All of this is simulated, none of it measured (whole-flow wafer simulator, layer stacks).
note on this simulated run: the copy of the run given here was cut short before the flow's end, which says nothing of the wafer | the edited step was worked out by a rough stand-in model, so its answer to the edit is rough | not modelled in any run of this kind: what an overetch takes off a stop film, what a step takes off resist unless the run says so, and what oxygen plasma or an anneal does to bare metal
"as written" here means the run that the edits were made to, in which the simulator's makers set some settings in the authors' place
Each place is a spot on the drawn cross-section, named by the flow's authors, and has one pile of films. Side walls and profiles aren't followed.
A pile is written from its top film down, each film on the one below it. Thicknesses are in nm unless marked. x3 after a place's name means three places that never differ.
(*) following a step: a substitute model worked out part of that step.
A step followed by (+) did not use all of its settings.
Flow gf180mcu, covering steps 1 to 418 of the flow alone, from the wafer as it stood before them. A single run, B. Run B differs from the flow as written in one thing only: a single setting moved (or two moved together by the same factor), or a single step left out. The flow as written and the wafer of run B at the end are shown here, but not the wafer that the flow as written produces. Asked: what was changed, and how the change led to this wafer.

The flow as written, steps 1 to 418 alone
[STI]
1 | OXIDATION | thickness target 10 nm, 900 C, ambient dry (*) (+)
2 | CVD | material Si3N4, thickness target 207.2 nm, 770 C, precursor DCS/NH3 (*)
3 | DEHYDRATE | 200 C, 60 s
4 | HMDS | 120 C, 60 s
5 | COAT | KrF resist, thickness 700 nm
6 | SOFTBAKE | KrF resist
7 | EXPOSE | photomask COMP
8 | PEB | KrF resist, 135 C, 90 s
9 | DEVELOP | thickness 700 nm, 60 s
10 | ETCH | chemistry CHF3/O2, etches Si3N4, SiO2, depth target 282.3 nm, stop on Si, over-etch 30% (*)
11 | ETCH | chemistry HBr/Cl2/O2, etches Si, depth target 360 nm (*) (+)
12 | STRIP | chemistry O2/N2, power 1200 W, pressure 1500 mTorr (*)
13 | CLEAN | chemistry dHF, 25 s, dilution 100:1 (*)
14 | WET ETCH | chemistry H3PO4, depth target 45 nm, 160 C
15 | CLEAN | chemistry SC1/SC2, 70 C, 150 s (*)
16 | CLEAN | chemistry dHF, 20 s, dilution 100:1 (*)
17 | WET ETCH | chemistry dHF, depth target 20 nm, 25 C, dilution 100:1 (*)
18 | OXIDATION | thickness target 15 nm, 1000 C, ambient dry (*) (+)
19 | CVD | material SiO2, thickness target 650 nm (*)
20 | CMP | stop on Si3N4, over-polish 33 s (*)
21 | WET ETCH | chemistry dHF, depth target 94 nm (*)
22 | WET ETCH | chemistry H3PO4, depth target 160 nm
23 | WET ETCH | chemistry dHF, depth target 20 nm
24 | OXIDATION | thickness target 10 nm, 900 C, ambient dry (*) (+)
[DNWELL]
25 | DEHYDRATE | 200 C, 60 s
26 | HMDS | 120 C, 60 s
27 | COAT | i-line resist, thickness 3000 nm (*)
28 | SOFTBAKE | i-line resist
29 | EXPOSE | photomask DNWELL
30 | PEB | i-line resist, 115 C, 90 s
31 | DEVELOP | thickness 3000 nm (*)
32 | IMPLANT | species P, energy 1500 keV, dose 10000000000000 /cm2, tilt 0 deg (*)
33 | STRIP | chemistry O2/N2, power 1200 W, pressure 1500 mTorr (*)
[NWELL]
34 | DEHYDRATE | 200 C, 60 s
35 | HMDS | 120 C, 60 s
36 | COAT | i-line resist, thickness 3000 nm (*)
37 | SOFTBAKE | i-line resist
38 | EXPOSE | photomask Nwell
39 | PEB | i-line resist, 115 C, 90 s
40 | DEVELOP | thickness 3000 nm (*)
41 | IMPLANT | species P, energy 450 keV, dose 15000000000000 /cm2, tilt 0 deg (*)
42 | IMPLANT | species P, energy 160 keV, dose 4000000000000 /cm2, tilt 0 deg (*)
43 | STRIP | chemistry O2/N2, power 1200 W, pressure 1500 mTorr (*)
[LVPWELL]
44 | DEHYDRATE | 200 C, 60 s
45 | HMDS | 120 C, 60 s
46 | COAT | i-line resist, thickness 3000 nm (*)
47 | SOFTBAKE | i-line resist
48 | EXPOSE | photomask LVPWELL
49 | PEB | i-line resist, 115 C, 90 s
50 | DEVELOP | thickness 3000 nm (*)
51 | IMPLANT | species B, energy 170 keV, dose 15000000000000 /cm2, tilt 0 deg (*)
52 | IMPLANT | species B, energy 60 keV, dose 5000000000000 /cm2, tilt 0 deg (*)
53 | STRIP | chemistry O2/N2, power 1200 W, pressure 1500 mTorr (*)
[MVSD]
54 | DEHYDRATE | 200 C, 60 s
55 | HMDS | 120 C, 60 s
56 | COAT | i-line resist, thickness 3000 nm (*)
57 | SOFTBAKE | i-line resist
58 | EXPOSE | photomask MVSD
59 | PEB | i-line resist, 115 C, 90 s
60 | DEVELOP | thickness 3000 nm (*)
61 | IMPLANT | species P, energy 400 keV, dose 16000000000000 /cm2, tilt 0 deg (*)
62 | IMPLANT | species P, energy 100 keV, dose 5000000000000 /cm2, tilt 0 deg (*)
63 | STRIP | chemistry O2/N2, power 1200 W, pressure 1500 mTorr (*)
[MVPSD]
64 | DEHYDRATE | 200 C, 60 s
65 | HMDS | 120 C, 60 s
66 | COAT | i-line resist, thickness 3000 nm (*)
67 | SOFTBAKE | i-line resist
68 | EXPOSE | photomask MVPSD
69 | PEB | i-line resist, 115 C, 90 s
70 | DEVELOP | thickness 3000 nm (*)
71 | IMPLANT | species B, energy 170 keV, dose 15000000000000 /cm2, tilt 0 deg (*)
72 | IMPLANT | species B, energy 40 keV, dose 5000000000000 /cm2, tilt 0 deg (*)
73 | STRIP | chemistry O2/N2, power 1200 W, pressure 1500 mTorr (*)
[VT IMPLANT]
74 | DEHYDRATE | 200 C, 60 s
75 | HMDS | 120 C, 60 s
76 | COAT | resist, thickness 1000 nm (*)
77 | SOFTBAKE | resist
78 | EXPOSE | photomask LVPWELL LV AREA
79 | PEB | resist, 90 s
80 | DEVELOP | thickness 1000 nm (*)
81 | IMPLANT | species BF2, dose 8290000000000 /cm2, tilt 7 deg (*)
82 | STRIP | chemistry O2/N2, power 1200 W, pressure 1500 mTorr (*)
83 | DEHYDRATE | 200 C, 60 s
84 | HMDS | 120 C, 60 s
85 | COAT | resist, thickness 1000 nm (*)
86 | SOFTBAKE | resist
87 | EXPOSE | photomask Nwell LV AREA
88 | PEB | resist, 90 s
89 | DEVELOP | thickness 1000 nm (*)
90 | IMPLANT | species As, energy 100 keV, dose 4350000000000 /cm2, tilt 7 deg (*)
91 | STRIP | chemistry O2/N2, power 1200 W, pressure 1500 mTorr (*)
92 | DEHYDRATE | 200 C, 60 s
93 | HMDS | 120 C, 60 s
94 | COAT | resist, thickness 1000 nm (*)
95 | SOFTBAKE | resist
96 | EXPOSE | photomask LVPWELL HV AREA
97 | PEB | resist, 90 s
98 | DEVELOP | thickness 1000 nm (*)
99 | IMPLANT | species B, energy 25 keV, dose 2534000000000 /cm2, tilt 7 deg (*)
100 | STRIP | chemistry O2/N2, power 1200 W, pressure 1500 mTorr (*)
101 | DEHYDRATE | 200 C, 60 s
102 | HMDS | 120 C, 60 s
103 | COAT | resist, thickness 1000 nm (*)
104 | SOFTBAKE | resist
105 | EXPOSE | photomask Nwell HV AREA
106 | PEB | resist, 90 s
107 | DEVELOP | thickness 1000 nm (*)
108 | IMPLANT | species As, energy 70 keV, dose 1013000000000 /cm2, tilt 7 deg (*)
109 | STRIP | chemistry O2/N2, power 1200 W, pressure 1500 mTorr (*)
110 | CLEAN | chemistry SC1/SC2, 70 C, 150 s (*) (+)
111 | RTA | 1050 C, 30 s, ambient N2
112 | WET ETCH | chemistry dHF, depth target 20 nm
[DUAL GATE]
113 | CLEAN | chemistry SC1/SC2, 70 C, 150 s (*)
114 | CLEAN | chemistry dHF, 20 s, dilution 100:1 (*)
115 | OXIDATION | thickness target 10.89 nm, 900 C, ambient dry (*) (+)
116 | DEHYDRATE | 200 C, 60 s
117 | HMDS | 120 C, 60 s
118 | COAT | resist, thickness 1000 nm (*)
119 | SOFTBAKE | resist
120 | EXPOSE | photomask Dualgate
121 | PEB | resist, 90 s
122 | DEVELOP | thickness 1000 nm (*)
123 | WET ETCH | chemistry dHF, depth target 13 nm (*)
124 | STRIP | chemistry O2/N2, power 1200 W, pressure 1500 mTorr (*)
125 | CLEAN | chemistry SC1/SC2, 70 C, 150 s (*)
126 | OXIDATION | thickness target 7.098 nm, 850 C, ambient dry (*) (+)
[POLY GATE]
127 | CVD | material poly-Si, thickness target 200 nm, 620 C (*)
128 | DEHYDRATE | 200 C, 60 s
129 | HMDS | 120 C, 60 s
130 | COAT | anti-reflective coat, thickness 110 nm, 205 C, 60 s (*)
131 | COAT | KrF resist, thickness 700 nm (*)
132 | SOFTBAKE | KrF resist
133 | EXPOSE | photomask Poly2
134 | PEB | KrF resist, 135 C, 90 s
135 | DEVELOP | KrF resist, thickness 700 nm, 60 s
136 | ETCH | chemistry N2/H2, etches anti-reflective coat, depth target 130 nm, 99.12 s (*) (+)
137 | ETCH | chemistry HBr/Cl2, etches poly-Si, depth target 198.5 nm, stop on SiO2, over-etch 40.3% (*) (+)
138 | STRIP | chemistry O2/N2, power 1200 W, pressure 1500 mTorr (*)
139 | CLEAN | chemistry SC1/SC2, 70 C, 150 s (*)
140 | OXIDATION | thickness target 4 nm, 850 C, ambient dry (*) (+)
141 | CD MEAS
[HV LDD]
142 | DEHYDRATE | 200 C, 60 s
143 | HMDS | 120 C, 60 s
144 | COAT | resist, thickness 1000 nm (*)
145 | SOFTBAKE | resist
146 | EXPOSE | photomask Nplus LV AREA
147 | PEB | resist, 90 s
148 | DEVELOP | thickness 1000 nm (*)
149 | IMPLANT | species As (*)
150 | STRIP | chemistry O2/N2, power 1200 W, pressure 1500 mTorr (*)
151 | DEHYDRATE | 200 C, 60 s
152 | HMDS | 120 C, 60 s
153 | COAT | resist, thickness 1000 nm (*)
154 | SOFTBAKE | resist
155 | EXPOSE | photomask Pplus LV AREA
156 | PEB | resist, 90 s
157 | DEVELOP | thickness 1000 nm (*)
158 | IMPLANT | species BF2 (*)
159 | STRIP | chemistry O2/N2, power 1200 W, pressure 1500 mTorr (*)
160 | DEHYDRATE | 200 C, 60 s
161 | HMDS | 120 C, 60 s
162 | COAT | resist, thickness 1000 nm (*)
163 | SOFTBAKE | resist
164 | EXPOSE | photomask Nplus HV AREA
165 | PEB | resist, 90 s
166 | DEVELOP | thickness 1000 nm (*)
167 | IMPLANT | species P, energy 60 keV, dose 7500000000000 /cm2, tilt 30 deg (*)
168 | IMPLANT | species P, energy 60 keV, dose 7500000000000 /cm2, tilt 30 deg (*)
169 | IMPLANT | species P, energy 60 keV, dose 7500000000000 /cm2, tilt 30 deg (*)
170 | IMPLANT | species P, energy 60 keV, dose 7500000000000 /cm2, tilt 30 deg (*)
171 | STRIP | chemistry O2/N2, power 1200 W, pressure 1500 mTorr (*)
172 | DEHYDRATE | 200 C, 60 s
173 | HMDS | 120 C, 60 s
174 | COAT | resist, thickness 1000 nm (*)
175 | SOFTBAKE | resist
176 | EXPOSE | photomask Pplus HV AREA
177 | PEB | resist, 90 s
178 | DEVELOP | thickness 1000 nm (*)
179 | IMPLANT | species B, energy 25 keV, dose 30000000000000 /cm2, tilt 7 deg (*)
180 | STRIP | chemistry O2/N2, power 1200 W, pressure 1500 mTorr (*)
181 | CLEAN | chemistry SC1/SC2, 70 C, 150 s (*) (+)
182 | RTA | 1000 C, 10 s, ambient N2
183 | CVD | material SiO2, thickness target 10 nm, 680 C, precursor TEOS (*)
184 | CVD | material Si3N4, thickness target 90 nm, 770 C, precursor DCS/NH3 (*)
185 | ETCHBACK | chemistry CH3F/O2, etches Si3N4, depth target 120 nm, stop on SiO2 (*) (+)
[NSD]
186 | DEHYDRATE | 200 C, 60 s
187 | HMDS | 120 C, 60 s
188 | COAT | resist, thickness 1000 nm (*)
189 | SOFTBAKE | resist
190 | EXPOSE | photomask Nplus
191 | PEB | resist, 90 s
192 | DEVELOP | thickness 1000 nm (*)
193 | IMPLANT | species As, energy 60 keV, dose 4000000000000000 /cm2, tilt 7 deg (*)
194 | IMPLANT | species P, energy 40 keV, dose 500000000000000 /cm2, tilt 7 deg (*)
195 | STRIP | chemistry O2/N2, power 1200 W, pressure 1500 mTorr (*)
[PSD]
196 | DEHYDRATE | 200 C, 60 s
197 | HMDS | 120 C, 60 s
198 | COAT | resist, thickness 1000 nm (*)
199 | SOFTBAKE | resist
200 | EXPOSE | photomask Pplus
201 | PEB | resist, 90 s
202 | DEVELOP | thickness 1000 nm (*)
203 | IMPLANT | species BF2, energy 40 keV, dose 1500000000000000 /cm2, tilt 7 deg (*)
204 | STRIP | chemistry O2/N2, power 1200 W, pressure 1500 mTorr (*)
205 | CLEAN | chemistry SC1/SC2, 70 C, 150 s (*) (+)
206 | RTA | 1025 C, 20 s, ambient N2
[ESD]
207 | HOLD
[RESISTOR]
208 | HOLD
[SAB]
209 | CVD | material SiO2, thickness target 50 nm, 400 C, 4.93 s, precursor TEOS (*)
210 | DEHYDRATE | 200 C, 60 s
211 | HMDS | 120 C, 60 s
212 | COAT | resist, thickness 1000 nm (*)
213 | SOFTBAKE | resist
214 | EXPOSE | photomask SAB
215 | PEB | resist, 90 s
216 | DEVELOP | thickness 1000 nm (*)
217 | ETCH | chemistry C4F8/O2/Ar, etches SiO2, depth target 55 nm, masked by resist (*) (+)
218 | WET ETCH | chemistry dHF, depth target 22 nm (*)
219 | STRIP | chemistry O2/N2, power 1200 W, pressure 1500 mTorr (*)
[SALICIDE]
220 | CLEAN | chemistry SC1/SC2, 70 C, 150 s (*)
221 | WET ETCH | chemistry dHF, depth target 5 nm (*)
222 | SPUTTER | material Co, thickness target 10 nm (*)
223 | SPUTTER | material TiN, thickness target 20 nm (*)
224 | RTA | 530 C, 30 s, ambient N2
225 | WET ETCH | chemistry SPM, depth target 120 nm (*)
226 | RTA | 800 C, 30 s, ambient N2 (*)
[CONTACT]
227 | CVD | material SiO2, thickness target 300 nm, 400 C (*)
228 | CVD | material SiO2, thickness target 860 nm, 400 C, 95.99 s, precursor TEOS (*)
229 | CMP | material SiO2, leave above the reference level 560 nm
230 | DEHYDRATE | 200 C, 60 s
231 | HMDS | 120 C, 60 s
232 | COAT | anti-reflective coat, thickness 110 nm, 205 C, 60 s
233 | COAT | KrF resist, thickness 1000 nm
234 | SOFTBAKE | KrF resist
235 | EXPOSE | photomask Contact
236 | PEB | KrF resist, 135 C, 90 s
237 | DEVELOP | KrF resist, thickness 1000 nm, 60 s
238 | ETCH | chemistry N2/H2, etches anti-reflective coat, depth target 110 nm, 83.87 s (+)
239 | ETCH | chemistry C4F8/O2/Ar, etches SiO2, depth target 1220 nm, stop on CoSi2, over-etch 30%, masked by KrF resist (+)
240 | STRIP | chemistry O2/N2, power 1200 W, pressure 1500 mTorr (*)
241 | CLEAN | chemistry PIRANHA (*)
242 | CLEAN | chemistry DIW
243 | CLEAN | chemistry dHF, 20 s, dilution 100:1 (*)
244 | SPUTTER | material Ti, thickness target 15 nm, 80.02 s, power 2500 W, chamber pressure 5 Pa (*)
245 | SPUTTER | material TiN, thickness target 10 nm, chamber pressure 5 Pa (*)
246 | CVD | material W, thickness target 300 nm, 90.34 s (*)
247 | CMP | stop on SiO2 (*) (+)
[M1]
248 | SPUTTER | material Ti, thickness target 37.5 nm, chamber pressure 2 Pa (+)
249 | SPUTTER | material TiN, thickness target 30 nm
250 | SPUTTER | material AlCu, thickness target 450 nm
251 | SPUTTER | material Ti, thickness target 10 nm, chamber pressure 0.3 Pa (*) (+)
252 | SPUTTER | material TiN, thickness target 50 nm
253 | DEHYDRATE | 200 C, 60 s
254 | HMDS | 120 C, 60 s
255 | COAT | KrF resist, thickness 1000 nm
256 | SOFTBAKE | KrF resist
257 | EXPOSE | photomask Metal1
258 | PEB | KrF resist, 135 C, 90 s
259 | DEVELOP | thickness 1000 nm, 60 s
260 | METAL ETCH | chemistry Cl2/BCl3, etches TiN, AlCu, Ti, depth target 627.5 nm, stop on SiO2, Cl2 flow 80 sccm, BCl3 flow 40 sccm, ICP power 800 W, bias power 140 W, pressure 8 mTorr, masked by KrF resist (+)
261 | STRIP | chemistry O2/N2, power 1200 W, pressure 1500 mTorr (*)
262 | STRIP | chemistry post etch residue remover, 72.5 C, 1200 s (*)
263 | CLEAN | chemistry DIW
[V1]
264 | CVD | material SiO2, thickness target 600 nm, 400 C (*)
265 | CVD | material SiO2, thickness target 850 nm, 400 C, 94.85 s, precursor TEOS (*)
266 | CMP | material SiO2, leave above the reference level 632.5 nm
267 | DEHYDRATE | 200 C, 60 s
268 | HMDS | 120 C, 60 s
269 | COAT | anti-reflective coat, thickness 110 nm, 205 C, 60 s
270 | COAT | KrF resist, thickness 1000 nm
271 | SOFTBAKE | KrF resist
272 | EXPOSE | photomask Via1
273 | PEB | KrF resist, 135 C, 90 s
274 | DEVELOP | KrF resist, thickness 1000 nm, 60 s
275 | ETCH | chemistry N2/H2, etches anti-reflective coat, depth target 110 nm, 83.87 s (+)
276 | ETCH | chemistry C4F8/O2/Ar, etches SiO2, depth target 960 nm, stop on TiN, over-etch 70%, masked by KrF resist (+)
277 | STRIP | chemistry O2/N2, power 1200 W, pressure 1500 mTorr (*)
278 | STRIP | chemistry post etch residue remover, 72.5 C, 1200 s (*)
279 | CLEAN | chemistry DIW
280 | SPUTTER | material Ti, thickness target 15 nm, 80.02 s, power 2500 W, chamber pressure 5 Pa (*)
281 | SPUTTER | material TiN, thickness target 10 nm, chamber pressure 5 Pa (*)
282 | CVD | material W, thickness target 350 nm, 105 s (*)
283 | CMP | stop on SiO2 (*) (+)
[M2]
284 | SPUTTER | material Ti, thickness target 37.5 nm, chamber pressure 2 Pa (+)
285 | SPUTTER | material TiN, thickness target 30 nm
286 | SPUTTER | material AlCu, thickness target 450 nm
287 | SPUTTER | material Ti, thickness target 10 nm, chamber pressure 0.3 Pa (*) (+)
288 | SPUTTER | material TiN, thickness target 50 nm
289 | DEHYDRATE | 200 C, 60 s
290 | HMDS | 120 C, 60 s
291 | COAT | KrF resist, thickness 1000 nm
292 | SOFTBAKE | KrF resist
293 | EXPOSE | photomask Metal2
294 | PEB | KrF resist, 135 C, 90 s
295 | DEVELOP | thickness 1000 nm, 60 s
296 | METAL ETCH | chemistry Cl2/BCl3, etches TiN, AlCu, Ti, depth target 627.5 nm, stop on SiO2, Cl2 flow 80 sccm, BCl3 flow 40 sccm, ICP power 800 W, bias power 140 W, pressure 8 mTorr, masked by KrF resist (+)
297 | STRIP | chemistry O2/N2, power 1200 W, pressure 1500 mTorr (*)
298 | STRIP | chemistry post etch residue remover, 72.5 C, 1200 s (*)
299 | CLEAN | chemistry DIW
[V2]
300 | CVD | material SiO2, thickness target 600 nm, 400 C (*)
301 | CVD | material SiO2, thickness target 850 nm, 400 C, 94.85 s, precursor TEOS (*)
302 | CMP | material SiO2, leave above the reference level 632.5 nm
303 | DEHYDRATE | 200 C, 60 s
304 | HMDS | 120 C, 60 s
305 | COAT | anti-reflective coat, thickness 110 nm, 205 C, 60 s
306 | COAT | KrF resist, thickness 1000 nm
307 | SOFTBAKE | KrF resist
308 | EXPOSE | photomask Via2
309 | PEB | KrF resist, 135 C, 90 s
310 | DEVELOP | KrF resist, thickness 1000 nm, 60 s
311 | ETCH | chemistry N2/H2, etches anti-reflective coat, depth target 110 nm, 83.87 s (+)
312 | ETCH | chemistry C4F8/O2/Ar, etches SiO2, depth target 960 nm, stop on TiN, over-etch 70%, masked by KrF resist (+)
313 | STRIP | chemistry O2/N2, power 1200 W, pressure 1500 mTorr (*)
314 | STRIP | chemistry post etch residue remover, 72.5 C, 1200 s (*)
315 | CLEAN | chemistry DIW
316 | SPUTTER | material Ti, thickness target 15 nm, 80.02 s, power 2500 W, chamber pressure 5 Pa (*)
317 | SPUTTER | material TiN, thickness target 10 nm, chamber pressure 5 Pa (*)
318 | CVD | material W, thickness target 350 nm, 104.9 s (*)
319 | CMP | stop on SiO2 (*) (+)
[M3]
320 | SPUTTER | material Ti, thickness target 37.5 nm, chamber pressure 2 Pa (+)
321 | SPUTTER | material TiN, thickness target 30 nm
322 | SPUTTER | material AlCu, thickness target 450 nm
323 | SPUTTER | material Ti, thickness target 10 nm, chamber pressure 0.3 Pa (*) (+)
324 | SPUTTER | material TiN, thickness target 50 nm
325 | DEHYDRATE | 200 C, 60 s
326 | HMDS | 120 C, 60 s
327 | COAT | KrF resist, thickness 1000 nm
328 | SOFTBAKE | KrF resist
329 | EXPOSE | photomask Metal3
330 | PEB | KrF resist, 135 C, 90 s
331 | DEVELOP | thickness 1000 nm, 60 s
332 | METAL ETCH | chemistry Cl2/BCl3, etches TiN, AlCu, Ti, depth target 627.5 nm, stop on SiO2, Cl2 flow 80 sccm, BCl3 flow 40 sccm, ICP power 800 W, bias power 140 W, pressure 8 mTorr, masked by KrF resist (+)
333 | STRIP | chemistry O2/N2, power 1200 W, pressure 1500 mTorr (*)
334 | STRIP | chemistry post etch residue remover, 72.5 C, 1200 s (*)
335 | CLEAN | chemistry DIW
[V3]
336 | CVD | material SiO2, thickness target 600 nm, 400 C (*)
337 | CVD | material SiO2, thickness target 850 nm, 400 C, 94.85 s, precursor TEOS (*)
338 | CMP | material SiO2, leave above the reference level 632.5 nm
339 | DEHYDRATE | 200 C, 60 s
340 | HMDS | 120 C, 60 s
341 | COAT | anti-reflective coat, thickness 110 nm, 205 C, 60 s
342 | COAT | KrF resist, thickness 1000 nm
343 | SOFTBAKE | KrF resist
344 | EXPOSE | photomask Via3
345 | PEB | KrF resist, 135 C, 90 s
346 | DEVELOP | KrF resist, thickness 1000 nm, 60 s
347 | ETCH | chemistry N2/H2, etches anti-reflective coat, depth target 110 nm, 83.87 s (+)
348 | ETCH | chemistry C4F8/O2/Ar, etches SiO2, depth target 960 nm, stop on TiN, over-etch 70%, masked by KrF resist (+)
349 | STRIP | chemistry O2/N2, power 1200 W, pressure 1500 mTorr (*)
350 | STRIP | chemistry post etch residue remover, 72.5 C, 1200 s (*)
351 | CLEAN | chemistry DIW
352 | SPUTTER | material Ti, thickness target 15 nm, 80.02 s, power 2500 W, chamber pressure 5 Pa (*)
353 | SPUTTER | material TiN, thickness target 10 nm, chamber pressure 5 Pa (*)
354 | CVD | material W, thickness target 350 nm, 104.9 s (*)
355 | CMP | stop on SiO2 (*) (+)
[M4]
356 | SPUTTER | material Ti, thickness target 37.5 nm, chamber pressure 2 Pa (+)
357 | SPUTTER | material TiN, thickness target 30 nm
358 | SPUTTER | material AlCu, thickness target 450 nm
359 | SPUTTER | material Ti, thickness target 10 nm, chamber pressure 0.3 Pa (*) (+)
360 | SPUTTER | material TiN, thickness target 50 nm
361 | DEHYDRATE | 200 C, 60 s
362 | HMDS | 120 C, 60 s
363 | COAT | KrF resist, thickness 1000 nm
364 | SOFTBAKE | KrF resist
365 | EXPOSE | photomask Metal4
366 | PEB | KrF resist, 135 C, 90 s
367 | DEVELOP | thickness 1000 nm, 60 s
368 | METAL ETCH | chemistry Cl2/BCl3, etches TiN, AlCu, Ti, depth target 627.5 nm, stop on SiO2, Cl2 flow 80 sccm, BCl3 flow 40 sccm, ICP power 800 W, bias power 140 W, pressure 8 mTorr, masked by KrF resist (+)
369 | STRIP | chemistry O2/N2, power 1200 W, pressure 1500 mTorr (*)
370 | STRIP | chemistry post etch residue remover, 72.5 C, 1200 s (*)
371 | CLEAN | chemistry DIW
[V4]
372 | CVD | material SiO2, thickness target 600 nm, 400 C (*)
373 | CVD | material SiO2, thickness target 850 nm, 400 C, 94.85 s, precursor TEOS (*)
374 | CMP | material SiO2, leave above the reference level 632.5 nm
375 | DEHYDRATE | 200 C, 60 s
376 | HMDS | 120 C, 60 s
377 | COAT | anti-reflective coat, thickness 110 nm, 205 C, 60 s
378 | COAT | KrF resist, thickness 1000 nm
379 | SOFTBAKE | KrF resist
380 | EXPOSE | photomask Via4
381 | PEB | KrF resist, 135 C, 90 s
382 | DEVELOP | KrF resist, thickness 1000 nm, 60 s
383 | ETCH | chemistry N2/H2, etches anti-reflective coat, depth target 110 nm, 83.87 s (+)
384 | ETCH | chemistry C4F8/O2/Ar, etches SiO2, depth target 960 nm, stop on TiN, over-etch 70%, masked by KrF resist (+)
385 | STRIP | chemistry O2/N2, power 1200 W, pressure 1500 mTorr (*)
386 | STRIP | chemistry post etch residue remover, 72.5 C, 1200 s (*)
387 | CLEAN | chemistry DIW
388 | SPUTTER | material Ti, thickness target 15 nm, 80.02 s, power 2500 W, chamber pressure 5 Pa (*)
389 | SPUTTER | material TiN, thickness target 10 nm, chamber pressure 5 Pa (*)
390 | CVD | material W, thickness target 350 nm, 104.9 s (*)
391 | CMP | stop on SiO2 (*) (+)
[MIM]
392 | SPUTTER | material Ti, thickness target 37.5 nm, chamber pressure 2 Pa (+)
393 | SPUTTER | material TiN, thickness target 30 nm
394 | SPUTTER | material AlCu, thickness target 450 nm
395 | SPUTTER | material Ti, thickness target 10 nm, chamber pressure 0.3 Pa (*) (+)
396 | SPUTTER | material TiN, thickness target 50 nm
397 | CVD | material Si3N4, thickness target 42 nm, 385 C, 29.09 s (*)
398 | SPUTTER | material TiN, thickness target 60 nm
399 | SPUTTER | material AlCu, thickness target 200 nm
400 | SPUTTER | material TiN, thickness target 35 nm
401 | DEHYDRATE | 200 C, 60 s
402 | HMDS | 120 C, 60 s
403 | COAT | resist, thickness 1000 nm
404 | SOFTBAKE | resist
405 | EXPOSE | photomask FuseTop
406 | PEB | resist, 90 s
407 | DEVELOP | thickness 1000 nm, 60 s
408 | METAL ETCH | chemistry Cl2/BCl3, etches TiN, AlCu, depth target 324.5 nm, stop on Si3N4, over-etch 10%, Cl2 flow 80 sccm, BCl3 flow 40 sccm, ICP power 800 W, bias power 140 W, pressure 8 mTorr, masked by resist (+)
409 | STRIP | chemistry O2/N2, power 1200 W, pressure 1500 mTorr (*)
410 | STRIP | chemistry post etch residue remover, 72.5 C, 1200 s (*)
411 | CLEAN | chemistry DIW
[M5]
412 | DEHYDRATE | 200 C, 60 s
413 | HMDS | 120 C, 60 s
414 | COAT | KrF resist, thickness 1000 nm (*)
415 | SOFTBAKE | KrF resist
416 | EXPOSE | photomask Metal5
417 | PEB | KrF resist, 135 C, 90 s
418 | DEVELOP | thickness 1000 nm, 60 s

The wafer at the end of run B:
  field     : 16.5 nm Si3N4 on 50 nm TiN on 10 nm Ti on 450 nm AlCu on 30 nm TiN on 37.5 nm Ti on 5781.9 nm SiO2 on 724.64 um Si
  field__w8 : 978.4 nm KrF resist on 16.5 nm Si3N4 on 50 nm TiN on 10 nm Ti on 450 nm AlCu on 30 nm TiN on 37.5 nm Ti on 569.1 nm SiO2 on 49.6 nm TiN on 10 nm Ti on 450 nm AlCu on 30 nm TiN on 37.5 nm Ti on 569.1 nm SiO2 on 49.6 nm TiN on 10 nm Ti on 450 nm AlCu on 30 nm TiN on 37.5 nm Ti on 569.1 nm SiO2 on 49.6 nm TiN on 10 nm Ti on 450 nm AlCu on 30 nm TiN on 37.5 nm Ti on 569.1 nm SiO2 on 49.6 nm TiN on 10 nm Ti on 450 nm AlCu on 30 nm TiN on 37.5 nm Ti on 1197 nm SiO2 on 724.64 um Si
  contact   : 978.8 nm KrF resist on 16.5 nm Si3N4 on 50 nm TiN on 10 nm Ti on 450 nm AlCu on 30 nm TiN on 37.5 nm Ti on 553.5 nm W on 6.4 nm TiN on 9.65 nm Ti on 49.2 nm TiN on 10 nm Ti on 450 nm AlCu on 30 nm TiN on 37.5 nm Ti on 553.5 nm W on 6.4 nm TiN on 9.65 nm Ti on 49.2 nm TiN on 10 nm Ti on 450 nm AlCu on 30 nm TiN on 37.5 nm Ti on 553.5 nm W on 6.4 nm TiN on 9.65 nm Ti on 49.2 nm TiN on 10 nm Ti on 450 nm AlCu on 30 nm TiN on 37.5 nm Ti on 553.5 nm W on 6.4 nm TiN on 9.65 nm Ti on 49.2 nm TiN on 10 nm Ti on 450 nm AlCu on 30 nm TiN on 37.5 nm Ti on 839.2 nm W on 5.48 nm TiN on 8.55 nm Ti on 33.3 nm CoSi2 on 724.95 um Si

The reason: step 397, CVD: 11.63 s was run, though the flow has 29.09 s.

The path from the change to this, step by step:
  397 | CVD | material Si3N4, thickness target 42 nm, 385 C, 29.09 s (*)
      field, field__w1, field__w2 and 108 more: +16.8 Si3N4 (new film) (as written it would have been: +42 Si3N4 (new film))
